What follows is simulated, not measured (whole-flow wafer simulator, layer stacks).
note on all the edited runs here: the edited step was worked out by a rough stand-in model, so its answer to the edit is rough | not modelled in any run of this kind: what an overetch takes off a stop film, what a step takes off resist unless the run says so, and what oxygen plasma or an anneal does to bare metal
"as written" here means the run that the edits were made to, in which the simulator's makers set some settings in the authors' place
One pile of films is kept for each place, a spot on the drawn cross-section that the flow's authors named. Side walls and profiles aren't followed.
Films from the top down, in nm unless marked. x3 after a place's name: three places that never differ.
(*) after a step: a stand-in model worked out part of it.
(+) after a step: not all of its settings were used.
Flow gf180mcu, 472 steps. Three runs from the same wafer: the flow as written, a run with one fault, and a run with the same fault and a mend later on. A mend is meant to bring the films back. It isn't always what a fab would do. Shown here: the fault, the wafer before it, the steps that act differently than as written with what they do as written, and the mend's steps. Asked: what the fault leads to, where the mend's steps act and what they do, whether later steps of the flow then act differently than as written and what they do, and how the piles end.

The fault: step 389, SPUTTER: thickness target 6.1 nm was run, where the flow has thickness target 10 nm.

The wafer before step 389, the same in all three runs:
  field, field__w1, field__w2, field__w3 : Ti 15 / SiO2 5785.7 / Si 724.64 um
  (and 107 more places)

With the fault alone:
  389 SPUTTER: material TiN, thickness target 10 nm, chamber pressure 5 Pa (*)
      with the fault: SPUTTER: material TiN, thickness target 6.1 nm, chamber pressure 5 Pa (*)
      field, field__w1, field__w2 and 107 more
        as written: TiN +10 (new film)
        with the fault: TiN +6.1 (new film)
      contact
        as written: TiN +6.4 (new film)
        with the fault: TiN +3.91 (new film)
  Later steps of the flow that act differently than as written (1 more step differs only slightly, by at most 2% or 0.5 nm, whichever is larger, and isn't shown):
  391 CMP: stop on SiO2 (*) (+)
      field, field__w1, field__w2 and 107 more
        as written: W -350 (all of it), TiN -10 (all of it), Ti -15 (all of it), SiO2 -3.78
        with the fault: W -350 (all of it), TiN -6.1 (all of it), Ti -15 (all of it), SiO2 -3.74
  At the end the piles differ from the flow's by more than 2% or 0.5 nm, whichever is larger, at contact.
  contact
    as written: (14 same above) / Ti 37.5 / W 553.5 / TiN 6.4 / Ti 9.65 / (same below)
    with the fault: (14 same above) / Ti 37.5 / W 556 / TiN 3.91 / Ti 9.65 / (same below)

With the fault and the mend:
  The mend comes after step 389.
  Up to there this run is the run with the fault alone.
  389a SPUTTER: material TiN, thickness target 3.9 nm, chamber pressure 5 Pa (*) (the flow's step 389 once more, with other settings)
      field, field__w1, field__w2 and 107 more
        TiN +3.9
      contact
        TiN +2.49
  No later step of the flow acts differently than as written at any place that is followed.
  At the end the piles are the same as the flow's at every place that both follow.
